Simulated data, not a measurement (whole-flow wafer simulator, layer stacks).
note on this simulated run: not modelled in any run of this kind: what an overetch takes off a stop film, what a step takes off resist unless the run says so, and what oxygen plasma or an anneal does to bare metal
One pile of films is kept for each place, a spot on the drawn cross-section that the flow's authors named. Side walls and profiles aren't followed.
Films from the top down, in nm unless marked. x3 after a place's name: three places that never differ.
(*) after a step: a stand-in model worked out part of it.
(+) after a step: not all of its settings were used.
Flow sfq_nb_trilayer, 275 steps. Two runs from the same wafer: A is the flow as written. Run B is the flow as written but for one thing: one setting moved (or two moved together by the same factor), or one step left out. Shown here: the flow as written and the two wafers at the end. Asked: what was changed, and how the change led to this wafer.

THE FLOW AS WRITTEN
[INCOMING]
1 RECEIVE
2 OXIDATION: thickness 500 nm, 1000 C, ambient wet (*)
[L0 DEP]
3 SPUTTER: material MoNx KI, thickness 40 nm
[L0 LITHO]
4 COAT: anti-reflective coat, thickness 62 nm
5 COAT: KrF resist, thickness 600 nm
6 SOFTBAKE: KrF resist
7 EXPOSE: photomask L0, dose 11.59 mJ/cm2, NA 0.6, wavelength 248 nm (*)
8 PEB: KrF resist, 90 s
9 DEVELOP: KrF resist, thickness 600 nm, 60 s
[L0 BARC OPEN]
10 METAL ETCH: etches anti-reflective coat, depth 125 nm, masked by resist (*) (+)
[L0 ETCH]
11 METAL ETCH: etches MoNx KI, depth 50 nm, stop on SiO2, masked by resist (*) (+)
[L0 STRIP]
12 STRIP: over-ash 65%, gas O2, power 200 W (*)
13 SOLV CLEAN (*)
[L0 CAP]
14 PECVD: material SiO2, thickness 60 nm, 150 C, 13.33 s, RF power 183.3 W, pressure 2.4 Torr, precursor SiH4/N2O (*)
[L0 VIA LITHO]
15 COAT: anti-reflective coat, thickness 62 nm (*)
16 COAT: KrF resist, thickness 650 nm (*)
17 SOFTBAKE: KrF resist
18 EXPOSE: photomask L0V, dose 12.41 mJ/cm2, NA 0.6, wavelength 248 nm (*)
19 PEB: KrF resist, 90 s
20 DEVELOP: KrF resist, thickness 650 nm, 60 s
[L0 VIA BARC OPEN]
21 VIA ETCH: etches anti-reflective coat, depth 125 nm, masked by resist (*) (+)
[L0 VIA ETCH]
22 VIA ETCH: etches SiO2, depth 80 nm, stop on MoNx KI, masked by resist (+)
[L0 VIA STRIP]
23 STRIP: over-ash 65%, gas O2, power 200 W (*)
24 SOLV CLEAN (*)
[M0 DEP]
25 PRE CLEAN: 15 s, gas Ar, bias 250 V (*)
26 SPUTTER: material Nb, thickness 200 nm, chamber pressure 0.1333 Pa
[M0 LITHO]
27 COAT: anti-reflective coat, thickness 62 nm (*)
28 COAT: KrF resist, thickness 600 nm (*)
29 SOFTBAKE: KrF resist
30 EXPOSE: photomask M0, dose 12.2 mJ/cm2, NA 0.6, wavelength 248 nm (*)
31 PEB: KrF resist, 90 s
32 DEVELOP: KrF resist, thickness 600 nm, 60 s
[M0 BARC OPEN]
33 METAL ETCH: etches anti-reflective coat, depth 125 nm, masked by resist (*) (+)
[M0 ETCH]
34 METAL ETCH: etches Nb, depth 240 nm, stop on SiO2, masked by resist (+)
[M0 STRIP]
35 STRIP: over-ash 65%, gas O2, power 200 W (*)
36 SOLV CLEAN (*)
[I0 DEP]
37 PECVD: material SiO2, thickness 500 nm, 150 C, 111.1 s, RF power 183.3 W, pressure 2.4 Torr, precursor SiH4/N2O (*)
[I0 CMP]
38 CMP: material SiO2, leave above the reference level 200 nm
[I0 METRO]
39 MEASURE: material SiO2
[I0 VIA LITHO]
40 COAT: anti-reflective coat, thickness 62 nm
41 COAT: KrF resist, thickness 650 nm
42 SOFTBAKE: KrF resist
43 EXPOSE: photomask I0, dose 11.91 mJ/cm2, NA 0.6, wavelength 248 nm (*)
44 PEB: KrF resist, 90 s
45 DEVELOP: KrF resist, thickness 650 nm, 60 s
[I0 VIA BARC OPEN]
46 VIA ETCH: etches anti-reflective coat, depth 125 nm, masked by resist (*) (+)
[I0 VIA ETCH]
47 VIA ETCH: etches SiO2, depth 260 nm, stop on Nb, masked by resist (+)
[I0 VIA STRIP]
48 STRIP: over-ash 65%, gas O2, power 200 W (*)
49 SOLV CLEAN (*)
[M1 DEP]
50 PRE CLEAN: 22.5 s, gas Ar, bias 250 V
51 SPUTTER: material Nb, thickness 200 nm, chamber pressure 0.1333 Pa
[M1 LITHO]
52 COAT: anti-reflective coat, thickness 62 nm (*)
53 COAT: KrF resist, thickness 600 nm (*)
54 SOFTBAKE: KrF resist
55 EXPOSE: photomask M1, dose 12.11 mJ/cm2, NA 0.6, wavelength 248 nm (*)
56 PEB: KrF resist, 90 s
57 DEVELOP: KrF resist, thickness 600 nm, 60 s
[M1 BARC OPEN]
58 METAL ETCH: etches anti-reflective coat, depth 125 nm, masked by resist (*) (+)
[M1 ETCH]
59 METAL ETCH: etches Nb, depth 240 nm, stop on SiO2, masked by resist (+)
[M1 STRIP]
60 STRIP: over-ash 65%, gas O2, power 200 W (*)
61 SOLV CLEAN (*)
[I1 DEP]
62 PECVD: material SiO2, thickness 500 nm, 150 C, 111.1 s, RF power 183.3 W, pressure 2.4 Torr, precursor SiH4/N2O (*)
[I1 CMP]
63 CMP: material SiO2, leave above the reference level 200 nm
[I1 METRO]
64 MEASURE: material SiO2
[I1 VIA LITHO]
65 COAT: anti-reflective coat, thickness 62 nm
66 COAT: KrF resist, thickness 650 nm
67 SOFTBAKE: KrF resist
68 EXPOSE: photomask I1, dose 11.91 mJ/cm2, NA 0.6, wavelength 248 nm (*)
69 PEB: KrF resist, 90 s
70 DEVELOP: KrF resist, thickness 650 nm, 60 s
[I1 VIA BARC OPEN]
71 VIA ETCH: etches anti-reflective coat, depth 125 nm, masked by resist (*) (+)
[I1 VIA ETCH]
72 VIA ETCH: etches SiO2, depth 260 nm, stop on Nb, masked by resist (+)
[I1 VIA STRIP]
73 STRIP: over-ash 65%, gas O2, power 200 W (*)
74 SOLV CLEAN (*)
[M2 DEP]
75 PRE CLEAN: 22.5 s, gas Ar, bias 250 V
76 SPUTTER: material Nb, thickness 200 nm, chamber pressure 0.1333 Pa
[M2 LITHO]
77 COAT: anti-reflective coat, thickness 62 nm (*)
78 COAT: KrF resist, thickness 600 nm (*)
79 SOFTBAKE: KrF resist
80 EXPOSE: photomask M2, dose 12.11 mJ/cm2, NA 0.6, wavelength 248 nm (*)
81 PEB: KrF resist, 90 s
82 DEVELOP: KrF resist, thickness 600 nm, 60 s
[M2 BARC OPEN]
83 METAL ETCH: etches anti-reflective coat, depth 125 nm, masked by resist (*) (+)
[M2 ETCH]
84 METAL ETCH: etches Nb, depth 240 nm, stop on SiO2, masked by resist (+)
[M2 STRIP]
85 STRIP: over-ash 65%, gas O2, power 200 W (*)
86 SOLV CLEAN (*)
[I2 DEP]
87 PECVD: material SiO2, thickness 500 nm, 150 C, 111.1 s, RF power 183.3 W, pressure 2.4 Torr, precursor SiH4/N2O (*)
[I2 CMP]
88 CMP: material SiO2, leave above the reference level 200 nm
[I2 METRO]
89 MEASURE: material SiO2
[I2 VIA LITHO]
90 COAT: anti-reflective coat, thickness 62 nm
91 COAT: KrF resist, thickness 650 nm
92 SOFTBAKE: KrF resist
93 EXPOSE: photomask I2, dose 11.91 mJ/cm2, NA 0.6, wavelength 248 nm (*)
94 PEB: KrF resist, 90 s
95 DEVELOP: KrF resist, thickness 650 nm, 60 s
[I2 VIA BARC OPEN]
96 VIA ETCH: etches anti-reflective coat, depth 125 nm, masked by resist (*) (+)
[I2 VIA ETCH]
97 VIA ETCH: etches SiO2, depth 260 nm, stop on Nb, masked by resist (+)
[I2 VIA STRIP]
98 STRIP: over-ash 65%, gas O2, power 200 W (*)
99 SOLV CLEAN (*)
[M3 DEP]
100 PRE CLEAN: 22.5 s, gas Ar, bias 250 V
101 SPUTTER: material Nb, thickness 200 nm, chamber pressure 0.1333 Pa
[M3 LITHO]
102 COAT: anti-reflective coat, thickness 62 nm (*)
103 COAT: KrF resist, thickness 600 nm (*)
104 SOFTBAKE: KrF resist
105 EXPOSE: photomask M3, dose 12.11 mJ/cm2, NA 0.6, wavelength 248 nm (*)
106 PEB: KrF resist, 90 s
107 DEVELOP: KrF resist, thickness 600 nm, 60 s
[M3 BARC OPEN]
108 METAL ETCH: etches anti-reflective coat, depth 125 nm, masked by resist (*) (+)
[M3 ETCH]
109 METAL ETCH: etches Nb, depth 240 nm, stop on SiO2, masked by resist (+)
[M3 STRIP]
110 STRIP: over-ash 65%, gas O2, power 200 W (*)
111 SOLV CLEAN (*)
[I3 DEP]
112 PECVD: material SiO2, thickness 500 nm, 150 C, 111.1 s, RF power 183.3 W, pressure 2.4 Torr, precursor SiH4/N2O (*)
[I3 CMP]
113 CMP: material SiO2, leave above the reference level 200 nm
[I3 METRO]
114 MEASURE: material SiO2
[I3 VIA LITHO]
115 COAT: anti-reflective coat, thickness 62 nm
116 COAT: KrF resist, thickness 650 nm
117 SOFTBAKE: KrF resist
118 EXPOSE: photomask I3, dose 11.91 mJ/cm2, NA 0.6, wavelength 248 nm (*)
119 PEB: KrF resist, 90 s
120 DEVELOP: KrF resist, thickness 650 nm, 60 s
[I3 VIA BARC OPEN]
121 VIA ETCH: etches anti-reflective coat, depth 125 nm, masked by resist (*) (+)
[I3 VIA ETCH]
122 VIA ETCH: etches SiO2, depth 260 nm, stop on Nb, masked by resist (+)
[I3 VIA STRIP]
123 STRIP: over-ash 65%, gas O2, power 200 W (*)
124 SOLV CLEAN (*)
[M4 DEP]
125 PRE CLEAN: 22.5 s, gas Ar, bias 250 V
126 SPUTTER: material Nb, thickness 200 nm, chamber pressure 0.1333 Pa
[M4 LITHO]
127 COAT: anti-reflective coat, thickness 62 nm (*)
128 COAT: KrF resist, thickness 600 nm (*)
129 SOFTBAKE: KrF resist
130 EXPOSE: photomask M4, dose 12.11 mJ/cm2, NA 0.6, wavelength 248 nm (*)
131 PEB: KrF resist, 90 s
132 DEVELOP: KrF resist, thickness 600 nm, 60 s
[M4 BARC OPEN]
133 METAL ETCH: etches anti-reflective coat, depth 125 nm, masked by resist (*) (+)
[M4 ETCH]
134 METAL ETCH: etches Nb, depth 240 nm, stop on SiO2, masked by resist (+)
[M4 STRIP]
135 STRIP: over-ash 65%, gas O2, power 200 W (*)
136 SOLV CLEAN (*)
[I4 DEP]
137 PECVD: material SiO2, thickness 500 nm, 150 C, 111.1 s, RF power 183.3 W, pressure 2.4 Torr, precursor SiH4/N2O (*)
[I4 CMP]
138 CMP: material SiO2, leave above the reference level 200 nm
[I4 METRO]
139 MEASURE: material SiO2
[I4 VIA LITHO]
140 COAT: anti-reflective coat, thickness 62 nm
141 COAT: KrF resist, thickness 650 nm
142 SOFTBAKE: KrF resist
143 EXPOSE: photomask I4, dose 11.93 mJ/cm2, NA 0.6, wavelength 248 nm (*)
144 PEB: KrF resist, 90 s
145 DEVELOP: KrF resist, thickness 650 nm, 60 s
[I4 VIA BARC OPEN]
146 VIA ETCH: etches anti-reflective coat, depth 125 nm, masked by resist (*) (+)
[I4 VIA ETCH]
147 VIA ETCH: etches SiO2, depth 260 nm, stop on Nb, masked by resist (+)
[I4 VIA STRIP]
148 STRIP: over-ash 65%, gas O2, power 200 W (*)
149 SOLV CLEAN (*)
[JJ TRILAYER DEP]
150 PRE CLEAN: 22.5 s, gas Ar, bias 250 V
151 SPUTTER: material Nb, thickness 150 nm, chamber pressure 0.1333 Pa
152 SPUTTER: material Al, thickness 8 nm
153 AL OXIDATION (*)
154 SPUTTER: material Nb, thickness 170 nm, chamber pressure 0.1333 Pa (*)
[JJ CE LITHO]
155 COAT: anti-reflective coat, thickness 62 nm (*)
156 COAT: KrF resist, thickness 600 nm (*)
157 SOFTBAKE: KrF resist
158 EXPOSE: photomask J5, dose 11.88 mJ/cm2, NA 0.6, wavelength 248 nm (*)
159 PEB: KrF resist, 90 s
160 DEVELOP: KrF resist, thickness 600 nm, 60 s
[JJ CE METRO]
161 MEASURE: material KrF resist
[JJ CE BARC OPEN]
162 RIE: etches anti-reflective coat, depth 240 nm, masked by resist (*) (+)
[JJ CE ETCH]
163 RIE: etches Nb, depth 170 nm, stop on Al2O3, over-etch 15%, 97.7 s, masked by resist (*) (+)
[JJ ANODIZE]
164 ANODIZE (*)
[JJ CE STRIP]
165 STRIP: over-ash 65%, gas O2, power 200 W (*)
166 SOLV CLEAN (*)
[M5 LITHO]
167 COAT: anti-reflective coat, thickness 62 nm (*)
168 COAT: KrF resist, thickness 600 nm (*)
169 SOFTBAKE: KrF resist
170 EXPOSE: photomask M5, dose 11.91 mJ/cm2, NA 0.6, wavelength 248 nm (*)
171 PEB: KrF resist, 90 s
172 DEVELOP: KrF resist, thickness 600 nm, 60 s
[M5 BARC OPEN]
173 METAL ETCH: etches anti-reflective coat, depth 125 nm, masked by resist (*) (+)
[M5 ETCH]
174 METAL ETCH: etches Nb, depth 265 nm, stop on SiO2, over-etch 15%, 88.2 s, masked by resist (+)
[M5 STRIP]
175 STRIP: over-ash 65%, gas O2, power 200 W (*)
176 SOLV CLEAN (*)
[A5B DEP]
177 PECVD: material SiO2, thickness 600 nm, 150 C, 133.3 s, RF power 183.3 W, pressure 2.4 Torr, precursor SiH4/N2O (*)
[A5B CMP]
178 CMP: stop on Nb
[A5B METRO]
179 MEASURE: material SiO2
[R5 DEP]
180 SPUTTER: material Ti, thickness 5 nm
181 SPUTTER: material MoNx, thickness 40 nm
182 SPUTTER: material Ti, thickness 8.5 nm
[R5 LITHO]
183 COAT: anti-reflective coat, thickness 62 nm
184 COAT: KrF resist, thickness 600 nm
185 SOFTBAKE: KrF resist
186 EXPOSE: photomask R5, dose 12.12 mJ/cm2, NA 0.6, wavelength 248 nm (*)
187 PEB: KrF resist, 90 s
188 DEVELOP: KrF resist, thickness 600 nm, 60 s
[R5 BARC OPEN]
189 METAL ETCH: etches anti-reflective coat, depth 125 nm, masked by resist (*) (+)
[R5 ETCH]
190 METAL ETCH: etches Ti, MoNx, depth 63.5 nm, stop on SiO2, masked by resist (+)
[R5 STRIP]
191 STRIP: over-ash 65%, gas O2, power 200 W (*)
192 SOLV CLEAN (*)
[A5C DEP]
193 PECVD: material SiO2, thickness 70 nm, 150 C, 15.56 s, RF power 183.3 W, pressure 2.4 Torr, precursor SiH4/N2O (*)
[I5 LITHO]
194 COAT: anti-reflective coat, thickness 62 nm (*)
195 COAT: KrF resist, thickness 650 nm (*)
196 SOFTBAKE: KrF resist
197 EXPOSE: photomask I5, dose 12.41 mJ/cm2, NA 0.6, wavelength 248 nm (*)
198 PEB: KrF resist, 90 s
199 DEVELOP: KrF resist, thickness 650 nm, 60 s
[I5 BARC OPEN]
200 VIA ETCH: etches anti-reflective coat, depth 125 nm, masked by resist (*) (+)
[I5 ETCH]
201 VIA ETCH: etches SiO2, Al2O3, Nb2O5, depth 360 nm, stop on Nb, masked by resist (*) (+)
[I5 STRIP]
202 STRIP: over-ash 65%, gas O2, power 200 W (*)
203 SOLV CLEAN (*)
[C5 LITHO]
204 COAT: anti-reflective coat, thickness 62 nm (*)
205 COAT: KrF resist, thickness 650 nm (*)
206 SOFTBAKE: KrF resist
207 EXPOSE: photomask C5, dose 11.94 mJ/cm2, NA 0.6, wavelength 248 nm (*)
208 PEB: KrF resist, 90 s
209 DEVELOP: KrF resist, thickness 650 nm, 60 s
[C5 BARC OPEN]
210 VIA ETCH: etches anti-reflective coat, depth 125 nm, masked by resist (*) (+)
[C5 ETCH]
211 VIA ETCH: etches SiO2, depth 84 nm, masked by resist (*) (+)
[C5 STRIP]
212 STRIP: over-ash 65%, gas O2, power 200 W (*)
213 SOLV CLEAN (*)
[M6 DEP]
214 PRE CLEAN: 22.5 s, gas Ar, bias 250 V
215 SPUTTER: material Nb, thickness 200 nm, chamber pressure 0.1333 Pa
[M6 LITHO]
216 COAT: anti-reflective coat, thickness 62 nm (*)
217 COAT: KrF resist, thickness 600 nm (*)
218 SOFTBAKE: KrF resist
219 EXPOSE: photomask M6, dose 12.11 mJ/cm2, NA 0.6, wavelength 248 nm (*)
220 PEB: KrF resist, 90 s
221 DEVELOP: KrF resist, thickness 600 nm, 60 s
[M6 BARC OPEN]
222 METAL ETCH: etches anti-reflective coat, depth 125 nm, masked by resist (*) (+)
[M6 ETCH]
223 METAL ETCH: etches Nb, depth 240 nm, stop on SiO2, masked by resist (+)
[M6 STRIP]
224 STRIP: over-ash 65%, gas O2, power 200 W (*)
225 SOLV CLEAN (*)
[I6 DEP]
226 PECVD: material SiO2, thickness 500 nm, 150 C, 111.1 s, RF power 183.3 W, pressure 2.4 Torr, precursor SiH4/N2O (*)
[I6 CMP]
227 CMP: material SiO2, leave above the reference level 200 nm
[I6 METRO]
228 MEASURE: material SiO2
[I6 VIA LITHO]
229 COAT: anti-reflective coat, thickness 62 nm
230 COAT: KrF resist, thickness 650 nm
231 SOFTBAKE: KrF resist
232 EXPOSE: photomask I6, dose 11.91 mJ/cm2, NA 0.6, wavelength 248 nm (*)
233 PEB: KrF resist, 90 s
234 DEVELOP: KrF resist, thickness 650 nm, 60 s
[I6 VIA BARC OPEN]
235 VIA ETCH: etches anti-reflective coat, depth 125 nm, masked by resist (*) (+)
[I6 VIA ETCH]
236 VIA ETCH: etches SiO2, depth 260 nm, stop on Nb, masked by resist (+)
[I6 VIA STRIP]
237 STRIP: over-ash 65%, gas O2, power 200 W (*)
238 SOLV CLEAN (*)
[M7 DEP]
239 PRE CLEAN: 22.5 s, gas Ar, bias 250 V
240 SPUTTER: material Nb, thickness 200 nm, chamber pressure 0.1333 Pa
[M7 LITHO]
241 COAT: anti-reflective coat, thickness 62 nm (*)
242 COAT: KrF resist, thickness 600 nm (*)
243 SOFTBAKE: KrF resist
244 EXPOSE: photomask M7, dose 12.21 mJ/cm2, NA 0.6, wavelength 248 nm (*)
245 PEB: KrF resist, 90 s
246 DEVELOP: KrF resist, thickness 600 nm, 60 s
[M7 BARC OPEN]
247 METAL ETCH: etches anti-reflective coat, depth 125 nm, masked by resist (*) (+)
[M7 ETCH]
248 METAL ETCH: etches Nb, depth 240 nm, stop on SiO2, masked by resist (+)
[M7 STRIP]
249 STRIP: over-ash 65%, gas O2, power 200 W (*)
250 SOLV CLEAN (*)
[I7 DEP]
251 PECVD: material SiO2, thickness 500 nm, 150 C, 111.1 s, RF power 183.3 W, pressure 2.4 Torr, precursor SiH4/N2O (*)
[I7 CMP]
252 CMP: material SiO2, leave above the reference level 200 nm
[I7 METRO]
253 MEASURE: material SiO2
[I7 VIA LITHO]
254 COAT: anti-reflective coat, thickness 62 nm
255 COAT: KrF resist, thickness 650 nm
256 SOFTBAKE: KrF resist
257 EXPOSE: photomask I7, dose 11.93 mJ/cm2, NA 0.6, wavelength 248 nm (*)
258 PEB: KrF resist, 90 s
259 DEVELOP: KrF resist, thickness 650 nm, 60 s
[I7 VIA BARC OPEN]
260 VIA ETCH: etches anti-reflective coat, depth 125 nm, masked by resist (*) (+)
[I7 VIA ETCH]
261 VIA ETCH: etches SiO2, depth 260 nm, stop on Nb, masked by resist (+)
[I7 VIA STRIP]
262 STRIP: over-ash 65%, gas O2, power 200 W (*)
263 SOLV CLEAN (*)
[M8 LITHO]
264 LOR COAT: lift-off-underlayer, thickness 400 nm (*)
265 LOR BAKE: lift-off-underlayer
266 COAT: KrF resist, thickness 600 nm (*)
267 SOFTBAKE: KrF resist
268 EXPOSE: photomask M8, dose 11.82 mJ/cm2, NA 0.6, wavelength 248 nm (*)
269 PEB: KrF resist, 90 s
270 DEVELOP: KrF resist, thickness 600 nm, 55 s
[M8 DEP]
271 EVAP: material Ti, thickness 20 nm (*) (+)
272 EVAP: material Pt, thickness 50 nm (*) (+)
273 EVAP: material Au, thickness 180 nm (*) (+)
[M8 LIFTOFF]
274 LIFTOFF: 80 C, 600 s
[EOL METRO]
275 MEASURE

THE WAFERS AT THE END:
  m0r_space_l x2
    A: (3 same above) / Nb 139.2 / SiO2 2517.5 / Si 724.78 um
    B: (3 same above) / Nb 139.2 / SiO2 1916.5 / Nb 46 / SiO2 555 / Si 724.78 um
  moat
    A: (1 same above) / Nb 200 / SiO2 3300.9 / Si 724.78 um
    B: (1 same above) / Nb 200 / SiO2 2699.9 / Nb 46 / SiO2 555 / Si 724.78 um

The cause: step 34, METAL ETCH: depth 154 nm was run, where the flow has depth 240 nm.

How the change led to this, step by step:
  34 METAL ETCH: etches Nb, depth 240 nm, stop on SiO2, masked by resist (+)
      moat, m0r_space_l x2: A Nb -200 (all of it) | B Nb -154
      field_l, v_sur, via_wl and 100 more: A KrF resist -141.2 | B KrF resist -90.6
  35 STRIP: over-ash 65%, gas O2, power 200 W (*)
      p4_fl, p4_fm, p4_w1 and 68 more: A KrF resist -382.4 (all of it), anti-reflective coat -62 (all of it) | B KrF resist -433 (all of it), anti-reflective coat -62 (all of it)
      c5j, ce_r, sp_r, be_r, r_sur, res: A KrF resist -389 (all of it), anti-reflective coat -63.6 (all of it) | B KrF resist -439.6 (all of it), anti-reflective coat -63.6 (all of it)
      (and at 26 more places)
  37 PECVD: material SiO2, thickness 500 nm, 150 C, 111.1 s, RF power 183.3 W, pressure 2.4 Torr, precursor SiH4/N2O (*)
      moat, m0r_space_l x2: A SiO2 +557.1 | B SiO2 +511.1 (new film)
Counting metal films that touch as one body, m0r_space_l x2 has 2 bodies (between them, from the top down: SiO2 1916.5); the flow as written gives 1 body.
Counting metal films that touch as one body, moat has 2 bodies (between them, from the top down: SiO2 2699.9); the flow as written gives 1 body.
